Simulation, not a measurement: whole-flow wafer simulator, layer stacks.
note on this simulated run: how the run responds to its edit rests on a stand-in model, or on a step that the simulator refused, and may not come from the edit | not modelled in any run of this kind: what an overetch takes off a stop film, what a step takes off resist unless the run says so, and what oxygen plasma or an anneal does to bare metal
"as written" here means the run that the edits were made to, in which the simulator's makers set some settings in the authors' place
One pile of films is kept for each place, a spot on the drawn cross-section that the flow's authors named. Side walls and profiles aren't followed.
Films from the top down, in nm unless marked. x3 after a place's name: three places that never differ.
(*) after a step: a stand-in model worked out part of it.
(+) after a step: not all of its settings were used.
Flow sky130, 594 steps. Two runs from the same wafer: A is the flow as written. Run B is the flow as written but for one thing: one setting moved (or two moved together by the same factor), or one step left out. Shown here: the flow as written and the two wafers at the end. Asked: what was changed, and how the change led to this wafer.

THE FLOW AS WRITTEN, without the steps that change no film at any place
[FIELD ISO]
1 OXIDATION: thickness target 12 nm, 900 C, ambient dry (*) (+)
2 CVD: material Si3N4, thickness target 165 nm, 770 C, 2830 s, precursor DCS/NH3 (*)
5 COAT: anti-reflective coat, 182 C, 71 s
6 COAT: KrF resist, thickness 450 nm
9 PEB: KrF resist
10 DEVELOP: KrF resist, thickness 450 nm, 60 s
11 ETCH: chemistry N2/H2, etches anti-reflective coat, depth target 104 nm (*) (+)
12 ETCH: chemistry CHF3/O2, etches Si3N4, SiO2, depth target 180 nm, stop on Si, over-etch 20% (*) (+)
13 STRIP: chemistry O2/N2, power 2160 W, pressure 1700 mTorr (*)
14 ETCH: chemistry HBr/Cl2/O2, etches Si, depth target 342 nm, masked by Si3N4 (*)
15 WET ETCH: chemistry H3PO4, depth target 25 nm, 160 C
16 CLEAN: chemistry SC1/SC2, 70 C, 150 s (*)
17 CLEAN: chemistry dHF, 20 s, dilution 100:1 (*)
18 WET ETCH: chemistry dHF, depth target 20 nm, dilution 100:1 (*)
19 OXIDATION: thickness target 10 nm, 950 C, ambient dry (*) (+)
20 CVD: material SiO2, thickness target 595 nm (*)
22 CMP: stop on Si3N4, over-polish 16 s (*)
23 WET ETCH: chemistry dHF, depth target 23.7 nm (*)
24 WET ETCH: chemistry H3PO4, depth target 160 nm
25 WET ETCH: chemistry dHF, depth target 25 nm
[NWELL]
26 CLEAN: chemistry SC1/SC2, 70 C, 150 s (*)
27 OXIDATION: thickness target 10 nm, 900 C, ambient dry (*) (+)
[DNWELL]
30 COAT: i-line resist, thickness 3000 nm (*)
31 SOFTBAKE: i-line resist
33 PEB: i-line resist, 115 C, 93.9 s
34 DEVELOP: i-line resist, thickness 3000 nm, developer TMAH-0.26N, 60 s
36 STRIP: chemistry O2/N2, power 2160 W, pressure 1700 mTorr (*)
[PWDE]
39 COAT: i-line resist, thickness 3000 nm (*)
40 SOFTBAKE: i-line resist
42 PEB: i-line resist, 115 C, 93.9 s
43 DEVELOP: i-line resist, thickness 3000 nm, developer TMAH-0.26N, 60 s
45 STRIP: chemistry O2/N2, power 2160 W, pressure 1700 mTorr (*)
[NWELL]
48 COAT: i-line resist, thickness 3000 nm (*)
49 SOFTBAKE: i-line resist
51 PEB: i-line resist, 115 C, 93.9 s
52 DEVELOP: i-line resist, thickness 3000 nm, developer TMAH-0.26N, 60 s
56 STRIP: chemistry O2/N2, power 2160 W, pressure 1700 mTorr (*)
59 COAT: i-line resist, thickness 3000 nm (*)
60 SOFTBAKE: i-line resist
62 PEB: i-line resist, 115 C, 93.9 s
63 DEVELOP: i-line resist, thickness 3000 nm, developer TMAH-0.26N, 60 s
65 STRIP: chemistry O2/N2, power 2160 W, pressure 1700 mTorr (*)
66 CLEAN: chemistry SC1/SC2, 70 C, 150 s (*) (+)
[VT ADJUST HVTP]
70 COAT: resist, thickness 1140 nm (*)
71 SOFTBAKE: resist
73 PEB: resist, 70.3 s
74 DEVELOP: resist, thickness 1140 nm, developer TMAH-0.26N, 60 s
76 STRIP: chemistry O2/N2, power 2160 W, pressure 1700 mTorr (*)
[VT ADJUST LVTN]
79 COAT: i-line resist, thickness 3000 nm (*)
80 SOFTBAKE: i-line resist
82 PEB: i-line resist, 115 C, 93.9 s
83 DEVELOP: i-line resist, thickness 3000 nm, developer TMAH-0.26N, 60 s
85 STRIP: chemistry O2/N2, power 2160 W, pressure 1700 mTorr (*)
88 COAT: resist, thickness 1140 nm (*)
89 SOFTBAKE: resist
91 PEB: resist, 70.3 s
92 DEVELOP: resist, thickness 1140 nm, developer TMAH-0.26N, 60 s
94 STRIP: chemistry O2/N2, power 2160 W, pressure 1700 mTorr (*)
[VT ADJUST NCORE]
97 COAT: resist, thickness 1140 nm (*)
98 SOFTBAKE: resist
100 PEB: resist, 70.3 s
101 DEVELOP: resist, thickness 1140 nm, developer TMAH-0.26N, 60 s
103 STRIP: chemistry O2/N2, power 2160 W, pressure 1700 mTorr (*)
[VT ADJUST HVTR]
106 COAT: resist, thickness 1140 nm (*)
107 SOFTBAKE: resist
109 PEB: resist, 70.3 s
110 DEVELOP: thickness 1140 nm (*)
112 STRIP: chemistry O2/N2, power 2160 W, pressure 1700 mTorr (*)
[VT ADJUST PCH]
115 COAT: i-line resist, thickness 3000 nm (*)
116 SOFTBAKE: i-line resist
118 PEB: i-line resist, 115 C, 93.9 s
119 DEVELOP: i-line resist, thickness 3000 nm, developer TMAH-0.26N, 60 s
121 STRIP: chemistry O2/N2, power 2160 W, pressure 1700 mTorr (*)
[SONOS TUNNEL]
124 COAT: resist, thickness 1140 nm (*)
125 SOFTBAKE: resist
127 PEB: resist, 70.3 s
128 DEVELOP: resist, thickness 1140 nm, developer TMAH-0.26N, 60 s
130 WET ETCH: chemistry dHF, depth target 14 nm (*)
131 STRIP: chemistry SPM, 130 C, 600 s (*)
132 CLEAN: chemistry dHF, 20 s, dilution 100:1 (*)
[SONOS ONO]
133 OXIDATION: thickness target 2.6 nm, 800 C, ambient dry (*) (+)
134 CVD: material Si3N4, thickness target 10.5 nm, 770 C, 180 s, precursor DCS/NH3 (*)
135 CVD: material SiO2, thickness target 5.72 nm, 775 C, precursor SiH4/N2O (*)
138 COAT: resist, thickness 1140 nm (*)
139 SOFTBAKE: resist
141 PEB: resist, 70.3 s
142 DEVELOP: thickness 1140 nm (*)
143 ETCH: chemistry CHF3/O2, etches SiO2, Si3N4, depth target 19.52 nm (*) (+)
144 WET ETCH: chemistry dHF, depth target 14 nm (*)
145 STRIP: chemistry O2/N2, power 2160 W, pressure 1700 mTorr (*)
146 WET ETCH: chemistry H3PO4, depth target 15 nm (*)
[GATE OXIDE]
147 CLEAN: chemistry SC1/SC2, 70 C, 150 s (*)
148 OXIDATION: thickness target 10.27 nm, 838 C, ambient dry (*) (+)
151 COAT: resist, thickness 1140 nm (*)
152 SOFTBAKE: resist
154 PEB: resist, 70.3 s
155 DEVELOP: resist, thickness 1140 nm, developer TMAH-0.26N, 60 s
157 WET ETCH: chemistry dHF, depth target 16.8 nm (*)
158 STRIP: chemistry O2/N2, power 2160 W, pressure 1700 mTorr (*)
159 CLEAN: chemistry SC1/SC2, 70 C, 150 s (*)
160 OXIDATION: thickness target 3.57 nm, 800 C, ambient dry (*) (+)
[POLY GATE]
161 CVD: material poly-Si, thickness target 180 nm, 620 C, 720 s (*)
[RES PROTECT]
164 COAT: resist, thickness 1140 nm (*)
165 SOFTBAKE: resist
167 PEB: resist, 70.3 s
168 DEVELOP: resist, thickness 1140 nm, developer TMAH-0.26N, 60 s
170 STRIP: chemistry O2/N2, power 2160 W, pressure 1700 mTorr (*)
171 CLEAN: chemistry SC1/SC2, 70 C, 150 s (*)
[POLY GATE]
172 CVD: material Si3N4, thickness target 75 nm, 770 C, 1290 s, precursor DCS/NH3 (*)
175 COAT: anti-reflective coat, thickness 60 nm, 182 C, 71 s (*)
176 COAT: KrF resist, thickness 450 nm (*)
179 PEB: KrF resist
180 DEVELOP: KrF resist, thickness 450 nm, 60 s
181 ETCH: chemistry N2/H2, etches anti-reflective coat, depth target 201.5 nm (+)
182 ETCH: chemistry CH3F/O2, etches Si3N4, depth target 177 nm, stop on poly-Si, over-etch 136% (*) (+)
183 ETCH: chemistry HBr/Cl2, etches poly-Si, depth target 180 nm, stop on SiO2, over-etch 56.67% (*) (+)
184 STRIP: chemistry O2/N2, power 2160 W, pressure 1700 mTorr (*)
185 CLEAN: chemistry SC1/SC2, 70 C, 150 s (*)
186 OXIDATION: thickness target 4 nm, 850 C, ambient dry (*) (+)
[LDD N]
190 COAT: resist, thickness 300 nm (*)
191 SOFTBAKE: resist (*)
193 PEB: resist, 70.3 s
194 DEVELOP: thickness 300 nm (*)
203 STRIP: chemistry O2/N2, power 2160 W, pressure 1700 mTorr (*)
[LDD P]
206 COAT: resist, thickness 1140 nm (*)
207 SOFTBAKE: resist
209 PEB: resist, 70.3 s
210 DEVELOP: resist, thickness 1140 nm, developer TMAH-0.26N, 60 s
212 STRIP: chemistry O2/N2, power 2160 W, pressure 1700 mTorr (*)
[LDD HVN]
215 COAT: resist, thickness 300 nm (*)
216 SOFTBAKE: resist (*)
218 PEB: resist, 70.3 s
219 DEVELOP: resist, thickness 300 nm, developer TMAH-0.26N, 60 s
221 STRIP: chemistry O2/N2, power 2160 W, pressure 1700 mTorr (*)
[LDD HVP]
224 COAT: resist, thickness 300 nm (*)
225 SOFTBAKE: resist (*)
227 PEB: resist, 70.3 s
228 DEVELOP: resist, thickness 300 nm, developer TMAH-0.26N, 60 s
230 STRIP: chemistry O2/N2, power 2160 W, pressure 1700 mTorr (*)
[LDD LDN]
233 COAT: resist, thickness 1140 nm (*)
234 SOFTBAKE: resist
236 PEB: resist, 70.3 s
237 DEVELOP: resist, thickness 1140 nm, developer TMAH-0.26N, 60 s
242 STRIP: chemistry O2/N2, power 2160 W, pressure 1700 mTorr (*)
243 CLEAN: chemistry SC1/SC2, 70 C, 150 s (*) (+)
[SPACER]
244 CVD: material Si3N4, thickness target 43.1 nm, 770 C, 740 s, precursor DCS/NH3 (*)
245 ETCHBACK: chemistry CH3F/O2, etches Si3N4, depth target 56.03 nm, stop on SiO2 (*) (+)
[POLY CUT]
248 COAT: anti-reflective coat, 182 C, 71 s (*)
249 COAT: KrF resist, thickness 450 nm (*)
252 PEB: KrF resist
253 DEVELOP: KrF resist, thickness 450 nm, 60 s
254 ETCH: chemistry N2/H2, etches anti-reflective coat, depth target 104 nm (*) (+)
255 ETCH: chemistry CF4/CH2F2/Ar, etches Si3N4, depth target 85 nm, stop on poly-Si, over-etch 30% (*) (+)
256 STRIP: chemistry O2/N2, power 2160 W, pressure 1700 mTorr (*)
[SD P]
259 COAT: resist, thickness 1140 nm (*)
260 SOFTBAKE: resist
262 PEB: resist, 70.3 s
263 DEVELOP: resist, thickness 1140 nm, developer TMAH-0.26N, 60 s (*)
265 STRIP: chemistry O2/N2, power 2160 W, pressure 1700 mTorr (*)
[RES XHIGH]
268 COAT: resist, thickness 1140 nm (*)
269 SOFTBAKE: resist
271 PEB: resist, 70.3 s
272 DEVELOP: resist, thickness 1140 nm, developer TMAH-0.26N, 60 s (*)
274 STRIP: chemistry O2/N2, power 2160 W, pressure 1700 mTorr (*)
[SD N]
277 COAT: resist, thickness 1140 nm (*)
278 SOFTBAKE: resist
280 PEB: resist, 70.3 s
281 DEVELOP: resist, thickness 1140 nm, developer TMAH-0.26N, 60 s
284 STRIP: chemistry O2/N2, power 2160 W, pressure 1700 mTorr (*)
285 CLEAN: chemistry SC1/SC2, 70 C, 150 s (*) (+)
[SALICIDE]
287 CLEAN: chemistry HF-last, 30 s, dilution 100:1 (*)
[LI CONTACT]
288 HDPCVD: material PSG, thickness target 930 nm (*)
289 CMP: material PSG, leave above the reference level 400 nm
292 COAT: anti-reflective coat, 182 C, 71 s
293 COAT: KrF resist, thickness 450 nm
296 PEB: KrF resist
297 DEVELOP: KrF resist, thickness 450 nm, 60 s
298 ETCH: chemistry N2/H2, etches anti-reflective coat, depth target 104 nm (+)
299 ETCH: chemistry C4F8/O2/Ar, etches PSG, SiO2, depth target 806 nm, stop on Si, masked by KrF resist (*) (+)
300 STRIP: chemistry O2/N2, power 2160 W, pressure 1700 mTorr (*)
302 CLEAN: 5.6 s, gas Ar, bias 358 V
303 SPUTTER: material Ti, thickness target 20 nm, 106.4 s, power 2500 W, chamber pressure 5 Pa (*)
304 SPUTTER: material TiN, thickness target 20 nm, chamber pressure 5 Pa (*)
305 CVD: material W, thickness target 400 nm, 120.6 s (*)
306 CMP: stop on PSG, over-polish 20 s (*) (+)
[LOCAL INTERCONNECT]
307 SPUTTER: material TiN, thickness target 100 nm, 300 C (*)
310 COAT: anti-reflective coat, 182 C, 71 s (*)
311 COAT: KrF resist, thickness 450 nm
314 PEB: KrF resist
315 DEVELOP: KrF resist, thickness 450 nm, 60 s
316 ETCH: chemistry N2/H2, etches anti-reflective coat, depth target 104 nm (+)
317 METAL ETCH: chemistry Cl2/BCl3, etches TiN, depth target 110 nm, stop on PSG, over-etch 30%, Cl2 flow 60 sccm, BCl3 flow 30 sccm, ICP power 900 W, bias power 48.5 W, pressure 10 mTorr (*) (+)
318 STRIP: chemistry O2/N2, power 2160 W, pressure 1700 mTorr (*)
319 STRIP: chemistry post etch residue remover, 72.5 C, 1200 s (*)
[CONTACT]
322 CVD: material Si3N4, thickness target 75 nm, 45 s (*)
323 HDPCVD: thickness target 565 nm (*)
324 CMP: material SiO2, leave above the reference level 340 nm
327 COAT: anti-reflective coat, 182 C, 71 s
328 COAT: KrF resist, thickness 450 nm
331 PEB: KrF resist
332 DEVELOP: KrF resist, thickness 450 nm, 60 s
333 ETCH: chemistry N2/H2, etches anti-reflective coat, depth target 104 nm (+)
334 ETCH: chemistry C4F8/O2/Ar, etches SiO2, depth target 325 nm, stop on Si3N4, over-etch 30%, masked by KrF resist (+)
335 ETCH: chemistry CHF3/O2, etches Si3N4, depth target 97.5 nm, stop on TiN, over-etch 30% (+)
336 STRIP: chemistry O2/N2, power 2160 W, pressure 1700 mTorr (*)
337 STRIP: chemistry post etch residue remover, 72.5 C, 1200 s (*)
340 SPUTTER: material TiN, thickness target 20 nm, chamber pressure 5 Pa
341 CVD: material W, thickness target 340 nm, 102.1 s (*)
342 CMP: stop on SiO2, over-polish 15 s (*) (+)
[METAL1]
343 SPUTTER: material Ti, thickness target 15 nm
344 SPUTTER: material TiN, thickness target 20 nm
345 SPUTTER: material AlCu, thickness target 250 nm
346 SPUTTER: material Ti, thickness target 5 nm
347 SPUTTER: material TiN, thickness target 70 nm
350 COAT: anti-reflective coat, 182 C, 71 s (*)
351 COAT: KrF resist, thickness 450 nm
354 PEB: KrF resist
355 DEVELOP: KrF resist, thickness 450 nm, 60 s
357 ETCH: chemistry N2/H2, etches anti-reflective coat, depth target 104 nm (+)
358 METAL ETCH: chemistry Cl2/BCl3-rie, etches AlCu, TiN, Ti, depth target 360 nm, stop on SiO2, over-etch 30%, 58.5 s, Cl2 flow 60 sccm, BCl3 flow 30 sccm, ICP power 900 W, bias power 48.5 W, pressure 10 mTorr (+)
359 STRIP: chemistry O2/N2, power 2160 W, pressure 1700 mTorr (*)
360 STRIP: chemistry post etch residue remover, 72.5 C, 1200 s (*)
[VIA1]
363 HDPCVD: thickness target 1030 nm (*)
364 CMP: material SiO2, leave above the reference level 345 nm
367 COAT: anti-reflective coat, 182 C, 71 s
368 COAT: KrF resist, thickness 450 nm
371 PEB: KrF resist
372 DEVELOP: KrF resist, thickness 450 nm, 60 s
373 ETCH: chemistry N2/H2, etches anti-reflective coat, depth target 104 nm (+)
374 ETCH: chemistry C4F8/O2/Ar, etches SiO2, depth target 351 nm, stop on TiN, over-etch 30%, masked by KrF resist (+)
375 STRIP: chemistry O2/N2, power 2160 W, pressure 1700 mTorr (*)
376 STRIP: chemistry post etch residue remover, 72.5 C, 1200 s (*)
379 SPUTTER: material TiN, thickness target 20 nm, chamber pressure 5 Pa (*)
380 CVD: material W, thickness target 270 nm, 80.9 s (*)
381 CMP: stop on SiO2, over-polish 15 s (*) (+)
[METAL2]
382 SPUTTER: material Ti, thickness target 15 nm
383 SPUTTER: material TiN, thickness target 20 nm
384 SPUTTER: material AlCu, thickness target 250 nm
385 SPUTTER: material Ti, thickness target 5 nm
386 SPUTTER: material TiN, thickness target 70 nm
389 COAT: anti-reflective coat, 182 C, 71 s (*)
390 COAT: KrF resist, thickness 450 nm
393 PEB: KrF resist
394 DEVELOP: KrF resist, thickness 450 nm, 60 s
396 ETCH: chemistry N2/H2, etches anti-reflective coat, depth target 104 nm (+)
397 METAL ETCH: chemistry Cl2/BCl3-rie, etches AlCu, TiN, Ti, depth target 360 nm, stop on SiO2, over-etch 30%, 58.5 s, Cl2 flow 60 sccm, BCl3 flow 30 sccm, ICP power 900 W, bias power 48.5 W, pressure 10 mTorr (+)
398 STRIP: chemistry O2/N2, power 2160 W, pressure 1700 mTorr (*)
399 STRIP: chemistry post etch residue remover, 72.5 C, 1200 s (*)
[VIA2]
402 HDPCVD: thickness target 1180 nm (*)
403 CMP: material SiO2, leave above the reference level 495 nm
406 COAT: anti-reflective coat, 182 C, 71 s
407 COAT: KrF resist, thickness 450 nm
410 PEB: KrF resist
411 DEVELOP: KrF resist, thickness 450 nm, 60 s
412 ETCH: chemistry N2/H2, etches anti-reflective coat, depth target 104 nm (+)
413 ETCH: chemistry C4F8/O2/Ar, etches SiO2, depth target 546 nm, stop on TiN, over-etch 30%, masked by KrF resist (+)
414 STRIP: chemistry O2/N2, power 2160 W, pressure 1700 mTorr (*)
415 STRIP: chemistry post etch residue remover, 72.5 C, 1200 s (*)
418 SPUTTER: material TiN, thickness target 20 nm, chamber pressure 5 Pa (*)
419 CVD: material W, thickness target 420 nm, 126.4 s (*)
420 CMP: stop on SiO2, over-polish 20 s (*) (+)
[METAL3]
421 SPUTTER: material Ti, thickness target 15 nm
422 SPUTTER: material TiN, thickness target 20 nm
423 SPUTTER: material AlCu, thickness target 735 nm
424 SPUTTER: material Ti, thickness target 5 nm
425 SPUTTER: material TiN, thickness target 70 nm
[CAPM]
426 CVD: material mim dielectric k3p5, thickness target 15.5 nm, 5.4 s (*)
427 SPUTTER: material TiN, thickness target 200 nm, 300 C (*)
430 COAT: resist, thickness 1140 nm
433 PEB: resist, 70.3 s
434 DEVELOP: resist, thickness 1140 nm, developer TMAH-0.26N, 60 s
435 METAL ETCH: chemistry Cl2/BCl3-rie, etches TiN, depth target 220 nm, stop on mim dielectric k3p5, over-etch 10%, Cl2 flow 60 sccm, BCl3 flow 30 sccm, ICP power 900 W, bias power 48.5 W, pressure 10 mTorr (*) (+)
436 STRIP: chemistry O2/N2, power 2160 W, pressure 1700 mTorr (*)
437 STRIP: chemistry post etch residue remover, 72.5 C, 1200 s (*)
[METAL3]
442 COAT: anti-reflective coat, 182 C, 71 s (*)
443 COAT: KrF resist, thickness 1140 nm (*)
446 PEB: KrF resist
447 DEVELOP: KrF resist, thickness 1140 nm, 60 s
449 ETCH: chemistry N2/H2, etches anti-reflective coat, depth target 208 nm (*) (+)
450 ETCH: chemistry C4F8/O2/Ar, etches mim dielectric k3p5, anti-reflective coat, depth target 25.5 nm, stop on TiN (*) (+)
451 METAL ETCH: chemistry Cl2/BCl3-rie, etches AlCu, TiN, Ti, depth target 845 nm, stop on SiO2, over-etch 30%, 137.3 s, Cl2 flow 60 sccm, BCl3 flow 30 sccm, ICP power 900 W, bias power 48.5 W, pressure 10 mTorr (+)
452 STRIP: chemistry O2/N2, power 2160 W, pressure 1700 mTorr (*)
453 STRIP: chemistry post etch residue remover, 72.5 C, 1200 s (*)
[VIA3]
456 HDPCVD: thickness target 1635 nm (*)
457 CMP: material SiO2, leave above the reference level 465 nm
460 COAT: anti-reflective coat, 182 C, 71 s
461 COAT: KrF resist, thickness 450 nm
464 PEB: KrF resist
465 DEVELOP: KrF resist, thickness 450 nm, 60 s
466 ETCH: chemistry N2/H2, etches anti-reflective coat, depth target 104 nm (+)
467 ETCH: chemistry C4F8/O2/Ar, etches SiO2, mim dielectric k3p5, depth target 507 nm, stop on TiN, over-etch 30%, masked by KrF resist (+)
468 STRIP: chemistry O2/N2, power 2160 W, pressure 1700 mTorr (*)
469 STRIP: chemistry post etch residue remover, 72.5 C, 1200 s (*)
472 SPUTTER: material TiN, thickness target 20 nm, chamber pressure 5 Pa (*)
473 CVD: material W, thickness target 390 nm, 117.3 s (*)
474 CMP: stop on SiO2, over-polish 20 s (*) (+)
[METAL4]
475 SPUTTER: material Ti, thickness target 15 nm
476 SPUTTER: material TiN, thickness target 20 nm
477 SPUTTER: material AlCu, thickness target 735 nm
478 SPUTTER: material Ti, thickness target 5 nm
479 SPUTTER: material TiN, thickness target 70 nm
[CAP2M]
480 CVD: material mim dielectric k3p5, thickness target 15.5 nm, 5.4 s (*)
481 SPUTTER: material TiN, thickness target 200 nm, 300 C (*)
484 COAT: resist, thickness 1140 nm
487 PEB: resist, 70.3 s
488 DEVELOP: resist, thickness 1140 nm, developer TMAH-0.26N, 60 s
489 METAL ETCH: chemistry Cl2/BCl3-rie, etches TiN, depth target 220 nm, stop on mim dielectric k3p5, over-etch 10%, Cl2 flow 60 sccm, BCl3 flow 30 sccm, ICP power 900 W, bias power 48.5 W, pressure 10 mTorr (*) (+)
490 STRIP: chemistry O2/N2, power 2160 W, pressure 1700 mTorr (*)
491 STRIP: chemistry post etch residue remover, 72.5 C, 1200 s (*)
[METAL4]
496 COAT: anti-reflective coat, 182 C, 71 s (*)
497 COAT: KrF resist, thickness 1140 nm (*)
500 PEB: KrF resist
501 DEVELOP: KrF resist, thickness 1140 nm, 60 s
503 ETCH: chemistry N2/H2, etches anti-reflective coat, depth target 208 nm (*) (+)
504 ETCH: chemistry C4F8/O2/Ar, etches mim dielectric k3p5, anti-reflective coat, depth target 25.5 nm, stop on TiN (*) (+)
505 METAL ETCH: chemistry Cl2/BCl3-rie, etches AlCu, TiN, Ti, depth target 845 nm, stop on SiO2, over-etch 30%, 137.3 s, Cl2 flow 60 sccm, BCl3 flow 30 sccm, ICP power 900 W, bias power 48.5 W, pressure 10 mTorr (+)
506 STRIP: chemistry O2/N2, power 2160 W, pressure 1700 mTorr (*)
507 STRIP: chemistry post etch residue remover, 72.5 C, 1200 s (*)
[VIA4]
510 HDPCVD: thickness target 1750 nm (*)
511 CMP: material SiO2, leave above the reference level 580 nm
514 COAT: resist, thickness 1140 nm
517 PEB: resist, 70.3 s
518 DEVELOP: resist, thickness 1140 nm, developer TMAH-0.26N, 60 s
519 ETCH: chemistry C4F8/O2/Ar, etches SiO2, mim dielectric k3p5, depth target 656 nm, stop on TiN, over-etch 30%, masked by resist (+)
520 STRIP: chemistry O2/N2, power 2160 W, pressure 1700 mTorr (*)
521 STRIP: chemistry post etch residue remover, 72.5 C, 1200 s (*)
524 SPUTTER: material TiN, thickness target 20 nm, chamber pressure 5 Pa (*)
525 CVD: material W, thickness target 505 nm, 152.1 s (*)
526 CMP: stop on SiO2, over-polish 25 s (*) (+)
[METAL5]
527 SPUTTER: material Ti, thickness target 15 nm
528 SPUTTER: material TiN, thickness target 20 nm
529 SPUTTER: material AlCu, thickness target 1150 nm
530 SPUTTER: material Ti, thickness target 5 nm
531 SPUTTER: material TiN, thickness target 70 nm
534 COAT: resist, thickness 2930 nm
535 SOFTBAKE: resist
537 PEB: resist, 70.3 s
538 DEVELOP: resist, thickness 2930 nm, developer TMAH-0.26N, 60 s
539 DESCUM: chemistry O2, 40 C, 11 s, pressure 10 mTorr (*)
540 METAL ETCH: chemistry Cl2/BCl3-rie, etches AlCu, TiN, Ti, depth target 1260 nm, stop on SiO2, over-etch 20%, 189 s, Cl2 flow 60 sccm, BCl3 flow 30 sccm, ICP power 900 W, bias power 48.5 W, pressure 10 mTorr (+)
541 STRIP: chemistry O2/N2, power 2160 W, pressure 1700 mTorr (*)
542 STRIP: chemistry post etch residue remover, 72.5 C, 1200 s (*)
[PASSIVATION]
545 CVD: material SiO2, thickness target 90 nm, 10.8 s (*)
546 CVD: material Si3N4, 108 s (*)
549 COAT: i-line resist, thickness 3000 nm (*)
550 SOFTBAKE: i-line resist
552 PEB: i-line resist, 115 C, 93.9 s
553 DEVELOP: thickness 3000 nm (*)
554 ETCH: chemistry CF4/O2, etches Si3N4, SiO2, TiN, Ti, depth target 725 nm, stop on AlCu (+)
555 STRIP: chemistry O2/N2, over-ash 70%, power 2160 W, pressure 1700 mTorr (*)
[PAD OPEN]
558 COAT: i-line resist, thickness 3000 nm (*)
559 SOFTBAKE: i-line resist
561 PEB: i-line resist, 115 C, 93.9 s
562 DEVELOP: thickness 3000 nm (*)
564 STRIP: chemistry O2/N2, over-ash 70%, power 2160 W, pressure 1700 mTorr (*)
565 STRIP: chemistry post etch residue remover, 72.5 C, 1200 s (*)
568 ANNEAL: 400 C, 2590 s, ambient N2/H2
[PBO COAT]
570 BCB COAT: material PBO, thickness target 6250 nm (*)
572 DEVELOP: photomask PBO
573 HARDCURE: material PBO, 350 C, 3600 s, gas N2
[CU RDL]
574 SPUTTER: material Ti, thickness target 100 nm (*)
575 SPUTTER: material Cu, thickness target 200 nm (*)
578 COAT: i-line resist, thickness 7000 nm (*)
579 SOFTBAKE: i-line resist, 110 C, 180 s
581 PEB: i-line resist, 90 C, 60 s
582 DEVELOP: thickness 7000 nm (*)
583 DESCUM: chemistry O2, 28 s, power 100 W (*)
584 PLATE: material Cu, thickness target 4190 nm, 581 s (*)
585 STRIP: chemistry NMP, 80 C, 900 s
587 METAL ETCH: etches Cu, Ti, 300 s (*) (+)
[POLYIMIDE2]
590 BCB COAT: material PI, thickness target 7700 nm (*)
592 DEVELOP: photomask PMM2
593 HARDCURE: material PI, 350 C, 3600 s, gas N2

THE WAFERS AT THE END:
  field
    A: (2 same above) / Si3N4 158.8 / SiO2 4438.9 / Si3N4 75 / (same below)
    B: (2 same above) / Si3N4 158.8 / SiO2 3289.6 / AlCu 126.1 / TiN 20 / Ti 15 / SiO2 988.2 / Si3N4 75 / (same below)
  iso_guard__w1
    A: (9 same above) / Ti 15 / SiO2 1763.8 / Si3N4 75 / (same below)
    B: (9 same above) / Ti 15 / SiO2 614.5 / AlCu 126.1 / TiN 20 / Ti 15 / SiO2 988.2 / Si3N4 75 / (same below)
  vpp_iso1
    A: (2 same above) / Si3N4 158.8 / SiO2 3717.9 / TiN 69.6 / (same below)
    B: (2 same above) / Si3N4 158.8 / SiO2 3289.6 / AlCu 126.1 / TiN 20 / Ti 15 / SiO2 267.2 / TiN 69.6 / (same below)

The cause: step 397, METAL ETCH: depth target 147.6 nm was run, where the flow has depth target 360 nm; step 397, METAL ETCH: 24 s was run, where the flow has 58.5 s.

How the change led to this, step by step:
  397 METAL ETCH: chemistry Cl2/BCl3-rie, etches AlCu, TiN, Ti, depth target 360 nm, stop on SiO2, over-etch 30%, 58.5 s, Cl2 flow 60 sccm, BCl3 flow 30 sccm, ICP power 900 W, bias power 48.5 W, pressure 10 mTorr (+)
      field, active, gate and 82 more: A TiN -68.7 (all of it), Ti -5 (all of it), AlCu -250 (all of it), TiN -20 (all of it), Ti -15 (all of it), SiO2 -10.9 | B TiN -68.7 (all of it), Ti -5 (all of it), AlCu -118.2
      n_well, p_well, gate_hv and 103 more: A KrF resist -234 | B KrF resist -95.9
  398 STRIP: chemistry O2/N2, power 2160 W, pressure 1700 mTorr (*)
      gate_hv, mim, dice_street and 96 more: A KrF resist -143.8 (all of it), anti-reflective coat -80 (all of it) | B KrF resist -281.9 (all of it), anti-reflective coat -80 (all of it)
      n_well, p_well, sd_n, sd_p, pad: A KrF resist -143.8 (all of it), anti-reflective coat -80 (all of it) | B KrF resist -281.8 (all of it), anti-reflective coat -80 (all of it)
      (and at 2 more places)
  399 STRIP: chemistry post etch residue remover, 72.5 C, 1200 s (*)
      field, active, gate and 82 more: A nothing | B AlCu -5.72
  402 HDPCVD: thickness target 1180 nm (*)
      field, active, gate and 82 more: A SiO2 +1180 | B SiO2 +1180 (new film)
  403 CMP: material SiO2, leave above the reference level 495 nm
      field, active, gate and 82 more: A SiO2 -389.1 | B SiO2 -561.1
Counting metal films that touch as one body, field has 1 body; the flow as written gives 0 bodies.
Counting metal films that touch as one body, iso_guard__w1 has 2 bodies (between them, from the top down: SiO2 614.5); the flow as written gives 1 body.
Counting metal films that touch as one body, vpp_iso1 has 2 bodies (between them, from the top down: SiO2 267.2); the flow as written gives 1 body.
